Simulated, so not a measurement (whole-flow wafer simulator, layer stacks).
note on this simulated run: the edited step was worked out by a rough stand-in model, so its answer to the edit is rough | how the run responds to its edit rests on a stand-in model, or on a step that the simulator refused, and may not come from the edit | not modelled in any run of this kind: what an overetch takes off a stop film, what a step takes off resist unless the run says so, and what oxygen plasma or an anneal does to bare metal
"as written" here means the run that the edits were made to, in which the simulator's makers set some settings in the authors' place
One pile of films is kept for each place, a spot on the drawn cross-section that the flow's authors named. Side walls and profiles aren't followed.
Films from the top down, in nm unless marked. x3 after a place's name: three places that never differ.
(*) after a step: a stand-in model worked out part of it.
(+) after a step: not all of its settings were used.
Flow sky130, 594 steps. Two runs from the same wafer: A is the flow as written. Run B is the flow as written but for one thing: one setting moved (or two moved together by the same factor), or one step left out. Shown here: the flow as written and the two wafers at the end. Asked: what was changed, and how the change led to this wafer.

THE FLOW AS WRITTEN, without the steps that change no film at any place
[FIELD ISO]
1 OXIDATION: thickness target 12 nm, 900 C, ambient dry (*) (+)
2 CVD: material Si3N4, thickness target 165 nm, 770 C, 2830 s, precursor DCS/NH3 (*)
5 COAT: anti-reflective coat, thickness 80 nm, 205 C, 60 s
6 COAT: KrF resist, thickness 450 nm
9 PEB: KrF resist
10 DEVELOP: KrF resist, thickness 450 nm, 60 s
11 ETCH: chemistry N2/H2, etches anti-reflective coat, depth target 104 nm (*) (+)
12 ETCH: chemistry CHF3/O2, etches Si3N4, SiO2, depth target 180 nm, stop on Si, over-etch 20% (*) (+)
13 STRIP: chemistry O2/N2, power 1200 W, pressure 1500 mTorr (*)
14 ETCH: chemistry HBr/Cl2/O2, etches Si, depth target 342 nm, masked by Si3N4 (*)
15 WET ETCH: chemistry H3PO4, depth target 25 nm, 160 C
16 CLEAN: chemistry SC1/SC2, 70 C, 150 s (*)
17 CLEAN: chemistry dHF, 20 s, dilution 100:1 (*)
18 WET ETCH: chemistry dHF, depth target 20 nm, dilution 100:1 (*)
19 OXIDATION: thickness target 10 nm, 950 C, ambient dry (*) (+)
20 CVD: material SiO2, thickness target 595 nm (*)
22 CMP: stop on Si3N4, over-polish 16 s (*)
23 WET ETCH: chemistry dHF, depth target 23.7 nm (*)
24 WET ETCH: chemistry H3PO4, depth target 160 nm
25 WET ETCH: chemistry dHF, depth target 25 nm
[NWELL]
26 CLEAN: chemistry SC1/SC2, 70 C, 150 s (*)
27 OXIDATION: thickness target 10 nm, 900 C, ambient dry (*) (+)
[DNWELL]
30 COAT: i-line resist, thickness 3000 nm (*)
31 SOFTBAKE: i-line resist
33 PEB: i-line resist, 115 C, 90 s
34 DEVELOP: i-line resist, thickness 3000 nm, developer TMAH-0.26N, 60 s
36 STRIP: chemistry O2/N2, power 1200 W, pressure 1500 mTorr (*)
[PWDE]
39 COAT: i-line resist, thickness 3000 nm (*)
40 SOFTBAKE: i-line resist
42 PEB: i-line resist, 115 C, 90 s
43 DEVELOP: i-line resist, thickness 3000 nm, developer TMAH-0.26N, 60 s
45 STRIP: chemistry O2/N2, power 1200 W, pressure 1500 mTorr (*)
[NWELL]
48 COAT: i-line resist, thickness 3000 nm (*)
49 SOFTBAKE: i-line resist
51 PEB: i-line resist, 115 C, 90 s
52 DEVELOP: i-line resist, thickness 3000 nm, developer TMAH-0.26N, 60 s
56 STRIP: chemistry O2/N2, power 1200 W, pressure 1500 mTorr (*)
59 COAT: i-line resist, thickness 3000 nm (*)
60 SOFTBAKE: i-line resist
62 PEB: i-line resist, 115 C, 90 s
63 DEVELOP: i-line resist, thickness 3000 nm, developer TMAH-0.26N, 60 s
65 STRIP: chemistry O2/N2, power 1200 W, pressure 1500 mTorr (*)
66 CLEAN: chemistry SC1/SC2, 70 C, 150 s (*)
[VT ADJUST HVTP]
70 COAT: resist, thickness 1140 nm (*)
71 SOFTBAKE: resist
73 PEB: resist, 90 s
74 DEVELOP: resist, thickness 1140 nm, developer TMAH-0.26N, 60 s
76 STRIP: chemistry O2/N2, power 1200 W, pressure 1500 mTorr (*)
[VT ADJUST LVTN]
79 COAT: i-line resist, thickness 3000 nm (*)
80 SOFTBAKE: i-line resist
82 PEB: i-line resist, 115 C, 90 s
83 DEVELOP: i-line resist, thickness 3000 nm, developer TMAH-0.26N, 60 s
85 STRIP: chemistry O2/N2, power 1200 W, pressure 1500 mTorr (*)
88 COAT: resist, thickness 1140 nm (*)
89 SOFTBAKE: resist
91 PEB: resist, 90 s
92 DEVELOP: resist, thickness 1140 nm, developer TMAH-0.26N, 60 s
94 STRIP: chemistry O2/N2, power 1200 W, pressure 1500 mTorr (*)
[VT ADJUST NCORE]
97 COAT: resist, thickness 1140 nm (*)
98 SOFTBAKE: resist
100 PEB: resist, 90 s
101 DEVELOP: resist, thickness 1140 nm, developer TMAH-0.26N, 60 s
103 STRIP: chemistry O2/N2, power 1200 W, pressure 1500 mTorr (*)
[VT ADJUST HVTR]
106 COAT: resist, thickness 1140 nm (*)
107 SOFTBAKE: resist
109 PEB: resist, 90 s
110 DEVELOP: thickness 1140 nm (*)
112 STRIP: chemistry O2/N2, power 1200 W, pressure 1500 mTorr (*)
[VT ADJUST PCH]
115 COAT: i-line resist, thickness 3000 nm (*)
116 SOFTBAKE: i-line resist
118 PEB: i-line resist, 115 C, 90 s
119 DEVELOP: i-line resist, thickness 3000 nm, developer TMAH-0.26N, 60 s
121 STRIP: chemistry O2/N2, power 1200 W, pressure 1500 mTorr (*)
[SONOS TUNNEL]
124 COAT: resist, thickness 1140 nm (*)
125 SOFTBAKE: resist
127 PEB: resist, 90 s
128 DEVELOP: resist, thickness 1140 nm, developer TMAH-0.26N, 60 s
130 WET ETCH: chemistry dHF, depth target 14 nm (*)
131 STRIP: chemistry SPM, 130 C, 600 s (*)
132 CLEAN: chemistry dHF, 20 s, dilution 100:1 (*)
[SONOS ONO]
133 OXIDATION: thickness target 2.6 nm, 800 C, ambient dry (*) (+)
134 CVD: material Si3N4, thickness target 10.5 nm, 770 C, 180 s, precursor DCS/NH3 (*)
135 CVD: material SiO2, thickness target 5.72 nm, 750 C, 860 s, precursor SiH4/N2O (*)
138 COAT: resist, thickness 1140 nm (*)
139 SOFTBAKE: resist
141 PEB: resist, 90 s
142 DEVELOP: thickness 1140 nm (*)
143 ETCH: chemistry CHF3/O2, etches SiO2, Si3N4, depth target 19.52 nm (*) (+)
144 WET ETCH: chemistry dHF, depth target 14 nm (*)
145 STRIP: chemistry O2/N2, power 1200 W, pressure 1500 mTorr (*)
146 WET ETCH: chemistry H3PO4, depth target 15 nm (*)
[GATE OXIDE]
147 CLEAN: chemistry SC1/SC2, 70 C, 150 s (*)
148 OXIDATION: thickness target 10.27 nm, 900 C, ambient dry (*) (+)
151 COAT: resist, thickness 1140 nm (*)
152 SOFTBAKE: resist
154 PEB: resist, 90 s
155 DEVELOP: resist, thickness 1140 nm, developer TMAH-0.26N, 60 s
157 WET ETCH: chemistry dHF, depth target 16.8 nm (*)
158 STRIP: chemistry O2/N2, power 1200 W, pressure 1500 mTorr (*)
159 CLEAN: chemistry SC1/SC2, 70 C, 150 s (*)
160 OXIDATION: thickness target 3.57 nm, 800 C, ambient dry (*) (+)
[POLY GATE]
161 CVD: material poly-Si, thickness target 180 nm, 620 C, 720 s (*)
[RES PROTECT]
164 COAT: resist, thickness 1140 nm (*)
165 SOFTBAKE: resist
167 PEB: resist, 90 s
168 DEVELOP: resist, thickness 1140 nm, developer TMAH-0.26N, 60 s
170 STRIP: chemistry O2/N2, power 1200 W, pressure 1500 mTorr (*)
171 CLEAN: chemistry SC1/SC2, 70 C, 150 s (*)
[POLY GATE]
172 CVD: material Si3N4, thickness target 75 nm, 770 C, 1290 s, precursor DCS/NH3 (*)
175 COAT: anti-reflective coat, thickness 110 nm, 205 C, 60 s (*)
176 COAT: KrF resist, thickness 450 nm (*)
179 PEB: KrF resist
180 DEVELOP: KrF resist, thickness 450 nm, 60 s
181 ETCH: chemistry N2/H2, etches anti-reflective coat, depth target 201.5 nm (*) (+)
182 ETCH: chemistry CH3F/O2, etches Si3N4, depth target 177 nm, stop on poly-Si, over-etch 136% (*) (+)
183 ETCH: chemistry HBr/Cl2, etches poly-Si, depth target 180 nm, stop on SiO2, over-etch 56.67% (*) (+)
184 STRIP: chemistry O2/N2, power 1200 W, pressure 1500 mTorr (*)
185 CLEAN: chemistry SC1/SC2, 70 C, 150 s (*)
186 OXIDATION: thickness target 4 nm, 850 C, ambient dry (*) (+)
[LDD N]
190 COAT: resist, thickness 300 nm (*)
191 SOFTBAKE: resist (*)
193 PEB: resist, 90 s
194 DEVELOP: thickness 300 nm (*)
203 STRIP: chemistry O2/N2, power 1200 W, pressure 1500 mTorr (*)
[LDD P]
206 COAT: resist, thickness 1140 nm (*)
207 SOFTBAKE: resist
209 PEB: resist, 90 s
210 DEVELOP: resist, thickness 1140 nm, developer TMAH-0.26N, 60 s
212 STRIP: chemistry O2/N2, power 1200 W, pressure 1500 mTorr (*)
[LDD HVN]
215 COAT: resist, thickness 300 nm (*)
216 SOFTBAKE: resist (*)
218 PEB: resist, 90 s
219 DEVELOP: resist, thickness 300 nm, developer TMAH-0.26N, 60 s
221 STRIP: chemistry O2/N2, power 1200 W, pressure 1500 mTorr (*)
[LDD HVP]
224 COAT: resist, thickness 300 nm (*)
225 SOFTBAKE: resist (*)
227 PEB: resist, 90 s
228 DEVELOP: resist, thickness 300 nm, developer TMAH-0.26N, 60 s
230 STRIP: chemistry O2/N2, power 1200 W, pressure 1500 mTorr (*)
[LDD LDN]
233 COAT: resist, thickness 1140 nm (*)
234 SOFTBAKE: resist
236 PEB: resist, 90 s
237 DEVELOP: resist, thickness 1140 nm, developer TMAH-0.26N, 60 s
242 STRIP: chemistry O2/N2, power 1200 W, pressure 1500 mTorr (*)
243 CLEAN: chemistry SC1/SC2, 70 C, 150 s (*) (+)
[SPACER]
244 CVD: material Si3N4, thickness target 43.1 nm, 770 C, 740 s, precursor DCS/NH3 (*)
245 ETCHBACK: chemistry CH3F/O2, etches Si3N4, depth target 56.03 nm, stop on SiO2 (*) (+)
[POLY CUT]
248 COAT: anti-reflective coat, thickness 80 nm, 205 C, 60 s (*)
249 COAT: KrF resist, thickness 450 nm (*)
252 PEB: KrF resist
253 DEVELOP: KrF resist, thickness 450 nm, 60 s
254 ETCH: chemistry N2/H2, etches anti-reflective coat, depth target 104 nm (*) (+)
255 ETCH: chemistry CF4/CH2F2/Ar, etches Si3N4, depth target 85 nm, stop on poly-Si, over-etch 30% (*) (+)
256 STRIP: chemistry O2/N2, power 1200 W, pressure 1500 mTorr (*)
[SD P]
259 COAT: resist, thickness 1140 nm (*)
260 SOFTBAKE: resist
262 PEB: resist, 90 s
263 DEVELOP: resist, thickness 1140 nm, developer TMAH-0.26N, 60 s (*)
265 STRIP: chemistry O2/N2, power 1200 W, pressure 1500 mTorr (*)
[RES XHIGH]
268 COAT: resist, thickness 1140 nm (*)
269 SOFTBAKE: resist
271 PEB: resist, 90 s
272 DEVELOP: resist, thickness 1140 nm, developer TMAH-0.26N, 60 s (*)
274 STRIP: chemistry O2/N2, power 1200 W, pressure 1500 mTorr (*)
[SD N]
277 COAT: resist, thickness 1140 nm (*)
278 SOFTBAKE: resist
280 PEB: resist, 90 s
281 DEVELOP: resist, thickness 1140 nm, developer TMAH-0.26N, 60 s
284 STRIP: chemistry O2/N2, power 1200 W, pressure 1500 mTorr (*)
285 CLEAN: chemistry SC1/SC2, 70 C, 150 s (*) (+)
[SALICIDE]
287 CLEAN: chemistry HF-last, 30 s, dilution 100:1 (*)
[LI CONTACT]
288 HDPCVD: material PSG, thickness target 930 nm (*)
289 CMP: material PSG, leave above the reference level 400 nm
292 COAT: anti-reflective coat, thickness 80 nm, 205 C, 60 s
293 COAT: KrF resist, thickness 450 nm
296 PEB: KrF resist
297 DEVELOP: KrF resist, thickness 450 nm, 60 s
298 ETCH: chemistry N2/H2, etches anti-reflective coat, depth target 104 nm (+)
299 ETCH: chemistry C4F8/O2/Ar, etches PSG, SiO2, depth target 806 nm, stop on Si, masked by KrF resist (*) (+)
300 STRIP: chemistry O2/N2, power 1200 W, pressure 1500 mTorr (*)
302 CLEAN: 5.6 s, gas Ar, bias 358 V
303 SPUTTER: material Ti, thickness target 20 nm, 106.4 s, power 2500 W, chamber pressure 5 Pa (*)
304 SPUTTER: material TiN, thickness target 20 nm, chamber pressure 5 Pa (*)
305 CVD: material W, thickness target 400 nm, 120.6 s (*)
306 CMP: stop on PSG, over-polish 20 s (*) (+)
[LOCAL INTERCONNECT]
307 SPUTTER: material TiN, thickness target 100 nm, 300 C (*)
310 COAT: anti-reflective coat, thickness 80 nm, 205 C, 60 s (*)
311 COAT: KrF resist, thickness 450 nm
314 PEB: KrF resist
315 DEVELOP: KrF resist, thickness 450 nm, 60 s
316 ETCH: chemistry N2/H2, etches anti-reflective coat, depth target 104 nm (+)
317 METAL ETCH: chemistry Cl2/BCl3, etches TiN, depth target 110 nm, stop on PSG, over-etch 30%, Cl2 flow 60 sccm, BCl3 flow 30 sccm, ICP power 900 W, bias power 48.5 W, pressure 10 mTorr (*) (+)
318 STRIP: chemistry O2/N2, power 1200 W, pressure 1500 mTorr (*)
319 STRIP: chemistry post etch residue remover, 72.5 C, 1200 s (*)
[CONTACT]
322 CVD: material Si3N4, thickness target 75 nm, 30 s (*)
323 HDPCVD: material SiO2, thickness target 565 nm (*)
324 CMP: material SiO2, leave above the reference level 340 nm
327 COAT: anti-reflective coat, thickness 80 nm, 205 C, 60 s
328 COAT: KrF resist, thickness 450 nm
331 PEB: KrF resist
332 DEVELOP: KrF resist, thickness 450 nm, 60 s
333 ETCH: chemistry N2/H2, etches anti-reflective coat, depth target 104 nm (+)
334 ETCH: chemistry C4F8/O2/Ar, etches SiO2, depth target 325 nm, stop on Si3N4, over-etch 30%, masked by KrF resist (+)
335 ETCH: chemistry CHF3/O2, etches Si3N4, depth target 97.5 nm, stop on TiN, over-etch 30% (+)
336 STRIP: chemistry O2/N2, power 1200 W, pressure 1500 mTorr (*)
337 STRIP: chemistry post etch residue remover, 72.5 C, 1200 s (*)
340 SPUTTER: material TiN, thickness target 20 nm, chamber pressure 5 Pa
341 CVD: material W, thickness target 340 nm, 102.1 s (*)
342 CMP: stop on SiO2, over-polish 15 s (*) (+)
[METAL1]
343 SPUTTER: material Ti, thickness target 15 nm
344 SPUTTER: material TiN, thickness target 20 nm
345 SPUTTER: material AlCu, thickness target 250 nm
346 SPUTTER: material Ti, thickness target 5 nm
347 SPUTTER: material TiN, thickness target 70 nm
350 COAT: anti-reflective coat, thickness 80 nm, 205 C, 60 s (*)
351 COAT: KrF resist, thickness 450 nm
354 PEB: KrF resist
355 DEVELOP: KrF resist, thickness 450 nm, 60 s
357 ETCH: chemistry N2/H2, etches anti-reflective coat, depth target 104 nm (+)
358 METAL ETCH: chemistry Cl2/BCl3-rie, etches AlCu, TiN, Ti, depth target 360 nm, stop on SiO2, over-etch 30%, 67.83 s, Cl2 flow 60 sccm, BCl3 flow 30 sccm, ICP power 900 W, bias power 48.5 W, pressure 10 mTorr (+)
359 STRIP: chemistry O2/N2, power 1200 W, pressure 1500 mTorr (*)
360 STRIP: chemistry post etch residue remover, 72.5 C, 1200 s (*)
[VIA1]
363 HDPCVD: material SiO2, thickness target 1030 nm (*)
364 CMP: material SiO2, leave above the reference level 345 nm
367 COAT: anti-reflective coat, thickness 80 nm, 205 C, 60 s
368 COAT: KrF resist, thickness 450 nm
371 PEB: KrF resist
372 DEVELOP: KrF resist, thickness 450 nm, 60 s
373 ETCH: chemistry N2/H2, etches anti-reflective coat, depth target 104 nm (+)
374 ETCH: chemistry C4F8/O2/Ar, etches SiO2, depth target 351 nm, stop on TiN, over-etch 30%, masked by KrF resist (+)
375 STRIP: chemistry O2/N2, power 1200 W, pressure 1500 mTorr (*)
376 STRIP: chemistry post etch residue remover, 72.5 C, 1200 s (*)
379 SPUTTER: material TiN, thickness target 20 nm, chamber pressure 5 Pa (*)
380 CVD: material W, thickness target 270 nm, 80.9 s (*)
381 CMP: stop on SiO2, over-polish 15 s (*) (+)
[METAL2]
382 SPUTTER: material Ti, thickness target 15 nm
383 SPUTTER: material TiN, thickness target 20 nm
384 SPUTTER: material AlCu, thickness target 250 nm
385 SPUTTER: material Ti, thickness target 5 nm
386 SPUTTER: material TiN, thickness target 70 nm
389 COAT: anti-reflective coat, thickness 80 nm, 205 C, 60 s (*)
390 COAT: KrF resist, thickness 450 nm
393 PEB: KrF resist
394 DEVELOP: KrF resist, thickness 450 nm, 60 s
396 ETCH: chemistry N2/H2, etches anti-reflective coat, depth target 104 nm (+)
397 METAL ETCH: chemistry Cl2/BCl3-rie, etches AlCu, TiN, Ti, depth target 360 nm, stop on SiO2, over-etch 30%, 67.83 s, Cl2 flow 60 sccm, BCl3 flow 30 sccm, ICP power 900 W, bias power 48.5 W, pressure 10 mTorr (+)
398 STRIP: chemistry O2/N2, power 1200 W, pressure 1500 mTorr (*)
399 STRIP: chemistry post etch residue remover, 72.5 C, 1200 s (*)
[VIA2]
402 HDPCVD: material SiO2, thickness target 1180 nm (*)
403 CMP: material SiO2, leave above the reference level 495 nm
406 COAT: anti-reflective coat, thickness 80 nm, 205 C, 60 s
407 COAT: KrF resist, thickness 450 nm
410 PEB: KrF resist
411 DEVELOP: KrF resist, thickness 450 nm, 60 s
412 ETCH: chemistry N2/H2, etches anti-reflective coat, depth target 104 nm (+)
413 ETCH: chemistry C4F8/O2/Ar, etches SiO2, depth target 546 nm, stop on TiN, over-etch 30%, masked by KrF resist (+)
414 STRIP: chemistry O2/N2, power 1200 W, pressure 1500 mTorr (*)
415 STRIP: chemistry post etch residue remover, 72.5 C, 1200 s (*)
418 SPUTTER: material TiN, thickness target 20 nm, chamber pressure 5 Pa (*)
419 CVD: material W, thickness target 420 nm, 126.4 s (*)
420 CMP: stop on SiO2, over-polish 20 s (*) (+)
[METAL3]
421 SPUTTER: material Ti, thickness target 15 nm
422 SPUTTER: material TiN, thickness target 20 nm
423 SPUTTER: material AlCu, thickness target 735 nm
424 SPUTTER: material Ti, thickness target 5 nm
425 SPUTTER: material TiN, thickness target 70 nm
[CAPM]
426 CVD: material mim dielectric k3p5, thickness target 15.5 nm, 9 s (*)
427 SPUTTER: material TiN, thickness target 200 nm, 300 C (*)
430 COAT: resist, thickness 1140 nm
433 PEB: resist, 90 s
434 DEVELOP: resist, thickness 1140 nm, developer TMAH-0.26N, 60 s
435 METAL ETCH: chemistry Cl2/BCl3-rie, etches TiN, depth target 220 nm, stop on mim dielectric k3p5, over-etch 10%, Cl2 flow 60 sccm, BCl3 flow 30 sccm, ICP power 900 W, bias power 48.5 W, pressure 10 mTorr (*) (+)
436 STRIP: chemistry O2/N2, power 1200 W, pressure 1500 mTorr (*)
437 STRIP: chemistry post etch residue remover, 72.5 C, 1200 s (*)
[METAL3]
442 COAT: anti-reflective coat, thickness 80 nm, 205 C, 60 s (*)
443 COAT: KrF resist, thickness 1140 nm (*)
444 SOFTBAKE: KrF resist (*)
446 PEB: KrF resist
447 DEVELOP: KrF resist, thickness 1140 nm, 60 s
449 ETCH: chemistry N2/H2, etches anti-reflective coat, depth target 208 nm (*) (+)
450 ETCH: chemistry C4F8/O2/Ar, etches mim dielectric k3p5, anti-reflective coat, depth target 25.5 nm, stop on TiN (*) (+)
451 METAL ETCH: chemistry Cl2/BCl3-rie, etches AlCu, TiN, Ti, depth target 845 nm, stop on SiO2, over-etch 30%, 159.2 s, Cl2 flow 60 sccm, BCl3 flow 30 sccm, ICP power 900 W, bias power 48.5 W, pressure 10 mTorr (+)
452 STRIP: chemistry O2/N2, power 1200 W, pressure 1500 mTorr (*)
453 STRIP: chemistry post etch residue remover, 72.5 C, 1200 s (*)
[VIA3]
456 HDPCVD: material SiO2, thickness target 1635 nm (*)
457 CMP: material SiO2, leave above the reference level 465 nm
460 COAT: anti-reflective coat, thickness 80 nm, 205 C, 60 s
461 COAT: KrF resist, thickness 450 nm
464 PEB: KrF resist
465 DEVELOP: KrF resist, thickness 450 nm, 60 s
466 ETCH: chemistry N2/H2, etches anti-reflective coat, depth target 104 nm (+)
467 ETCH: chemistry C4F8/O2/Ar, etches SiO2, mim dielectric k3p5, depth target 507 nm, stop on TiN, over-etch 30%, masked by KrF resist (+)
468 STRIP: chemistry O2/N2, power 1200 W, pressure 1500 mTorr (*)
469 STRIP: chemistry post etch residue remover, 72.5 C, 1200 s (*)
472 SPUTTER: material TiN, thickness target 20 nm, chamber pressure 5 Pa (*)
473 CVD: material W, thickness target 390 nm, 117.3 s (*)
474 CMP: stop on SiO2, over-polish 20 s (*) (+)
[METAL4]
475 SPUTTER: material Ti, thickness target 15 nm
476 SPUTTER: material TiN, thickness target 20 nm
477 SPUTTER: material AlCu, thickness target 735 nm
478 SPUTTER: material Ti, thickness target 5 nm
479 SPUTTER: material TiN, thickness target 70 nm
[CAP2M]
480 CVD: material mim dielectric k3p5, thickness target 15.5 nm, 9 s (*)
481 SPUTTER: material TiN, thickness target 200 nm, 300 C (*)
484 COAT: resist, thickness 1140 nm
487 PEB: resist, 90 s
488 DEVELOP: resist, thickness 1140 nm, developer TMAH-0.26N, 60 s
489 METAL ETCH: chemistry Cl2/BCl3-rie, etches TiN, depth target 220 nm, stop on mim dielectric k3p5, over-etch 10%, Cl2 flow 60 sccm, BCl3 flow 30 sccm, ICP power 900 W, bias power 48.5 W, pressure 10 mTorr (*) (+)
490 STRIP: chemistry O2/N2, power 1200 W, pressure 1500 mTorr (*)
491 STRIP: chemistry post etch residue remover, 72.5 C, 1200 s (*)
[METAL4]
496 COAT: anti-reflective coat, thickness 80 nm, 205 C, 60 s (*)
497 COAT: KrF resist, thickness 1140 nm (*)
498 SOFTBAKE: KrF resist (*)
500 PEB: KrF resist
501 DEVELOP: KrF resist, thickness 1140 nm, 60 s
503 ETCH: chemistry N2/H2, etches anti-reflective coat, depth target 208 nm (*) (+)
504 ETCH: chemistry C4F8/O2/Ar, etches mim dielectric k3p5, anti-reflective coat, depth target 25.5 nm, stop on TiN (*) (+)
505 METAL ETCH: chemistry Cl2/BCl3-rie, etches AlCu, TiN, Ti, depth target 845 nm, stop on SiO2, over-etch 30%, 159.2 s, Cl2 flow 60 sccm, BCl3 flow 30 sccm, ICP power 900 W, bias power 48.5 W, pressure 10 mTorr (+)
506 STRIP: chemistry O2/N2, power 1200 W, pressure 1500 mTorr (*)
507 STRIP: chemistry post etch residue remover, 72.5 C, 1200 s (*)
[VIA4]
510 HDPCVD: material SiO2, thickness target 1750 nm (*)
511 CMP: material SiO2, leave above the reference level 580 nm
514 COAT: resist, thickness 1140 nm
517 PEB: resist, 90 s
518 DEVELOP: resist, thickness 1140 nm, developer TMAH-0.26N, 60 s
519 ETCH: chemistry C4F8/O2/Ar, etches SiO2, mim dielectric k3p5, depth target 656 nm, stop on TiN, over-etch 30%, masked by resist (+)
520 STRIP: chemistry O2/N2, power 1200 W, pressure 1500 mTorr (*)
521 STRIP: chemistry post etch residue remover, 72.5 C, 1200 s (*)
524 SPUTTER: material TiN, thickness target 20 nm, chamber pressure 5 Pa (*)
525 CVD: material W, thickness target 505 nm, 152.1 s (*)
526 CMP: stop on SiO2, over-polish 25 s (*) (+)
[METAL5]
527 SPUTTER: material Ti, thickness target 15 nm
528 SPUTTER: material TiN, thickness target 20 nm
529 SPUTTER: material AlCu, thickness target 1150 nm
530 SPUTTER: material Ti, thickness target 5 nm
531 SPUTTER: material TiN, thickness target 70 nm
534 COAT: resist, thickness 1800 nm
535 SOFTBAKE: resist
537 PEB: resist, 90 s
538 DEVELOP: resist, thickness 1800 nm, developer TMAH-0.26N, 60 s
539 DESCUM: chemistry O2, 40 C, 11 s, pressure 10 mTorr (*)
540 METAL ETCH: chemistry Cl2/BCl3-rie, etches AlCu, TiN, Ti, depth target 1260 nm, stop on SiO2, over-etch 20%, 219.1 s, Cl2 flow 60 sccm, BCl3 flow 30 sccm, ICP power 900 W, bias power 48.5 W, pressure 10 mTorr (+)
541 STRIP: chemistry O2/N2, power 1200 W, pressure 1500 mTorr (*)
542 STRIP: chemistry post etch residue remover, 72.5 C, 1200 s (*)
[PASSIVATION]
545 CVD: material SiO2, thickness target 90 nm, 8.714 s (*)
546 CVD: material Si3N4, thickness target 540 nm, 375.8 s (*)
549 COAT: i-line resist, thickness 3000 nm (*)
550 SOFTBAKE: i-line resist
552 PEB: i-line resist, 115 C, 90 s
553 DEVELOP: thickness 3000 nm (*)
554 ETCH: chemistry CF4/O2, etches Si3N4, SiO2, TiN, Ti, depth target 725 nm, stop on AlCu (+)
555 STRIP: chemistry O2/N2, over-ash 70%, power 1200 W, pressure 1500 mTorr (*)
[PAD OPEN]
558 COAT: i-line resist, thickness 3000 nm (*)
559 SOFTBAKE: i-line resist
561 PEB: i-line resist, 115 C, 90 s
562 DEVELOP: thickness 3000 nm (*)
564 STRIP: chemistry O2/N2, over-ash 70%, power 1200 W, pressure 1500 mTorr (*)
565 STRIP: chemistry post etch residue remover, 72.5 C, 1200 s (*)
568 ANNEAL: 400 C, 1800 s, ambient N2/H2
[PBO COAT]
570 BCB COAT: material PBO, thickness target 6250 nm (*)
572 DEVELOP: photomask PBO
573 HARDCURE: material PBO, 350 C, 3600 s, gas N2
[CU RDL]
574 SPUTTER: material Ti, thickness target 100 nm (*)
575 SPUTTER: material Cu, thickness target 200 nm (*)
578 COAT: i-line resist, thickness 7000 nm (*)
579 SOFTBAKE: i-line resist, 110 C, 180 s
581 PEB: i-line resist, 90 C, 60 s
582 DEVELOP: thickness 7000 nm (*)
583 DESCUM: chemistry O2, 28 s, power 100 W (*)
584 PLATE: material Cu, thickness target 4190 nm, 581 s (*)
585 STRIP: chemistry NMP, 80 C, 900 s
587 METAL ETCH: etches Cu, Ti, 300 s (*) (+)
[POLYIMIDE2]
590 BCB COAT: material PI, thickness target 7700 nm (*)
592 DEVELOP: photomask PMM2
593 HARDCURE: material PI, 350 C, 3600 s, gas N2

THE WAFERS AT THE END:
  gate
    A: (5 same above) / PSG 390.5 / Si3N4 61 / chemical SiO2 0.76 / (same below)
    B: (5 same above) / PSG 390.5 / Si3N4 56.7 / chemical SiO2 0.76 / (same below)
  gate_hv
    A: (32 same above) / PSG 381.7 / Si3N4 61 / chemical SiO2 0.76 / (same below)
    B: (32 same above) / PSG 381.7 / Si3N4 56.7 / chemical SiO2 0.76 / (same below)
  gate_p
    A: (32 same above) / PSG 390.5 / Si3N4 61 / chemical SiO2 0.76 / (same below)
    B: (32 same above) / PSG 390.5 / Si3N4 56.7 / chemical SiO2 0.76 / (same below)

The cause: step 244, CVD: thickness target 38.8 nm was run, where the flow has thickness target 43.1 nm.

How the change led to this, step by step:
  244 CVD: material Si3N4, thickness target 43.1 nm, 770 C, 740 s, precursor DCS/NH3 (*)
      field, active, p_well and 101 more: A Si3N4 +43.1 (new film) | B Si3N4 +38.8 (new film)
      n_well, gate, gate_hv and 74 more: A Si3N4 +43.1 | B Si3N4 +38.8
  245 ETCHBACK: chemistry CH3F/O2, etches Si3N4, depth target 56.03 nm, stop on SiO2 (*) (+)
      field, active, p_well and 101 more: A Si3N4 -43.1 (all of it), SiO2 -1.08 | B Si3N4 -38.8 (all of it), SiO2 -1.44
  248 COAT: anti-reflective coat, thickness 80 nm, 205 C, 60 s (*)
      gate_hv: A anti-reflective coat +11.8 (new film) | B anti-reflective coat +12.8 (new film)
      mim: A anti-reflective coat +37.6 (new film) | B anti-reflective coat +39.1 (new film)
      (and at 20 more places)
  254 ETCH: chemistry N2/H2, etches anti-reflective coat, depth target 104 nm (*) (+)
      rxpo_ln: A anti-reflective coat -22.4 (all of it), Si3N4 -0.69 | B anti-reflective coat -21.5 (all of it), Si3N4 -0.7
  255 ETCH: chemistry CF4/CH2F2/Ar, etches Si3N4, depth target 85 nm, stop on poly-Si, over-etch 30% (*) (+)
      field, active, n_well and 180 more: A KrF resist -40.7 | B KrF resist -37.9
      rpo_wd, rxpo_wd: A Si3N4 -61.6 (all of it), chemical SiO2 -0.75 (all of it) | B Si3N4 -57.3 (all of it), chemical SiO2 -0.75 (all of it)
      (and at 5 more places)
  256 STRIP: chemistry O2/N2, power 1200 W, pressure 1500 mTorr (*)
      n_well: A KrF resist -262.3 (all of it), anti-reflective coat -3 (all of it) | B KrF resist -268 (all of it), anti-reflective coat -3 (all of it)
      gate_hv: A KrF resist -311.5 (all of it), anti-reflective coat -11.8 (all of it) | B KrF resist -314.9 (all of it), anti-reflective coat -12.8 (all of it)
      (and at 25 more places)
  306 CMP: stop on PSG, over-polish 20 s (*) (+)
      poly_licon: A W -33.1 | B W -37.4
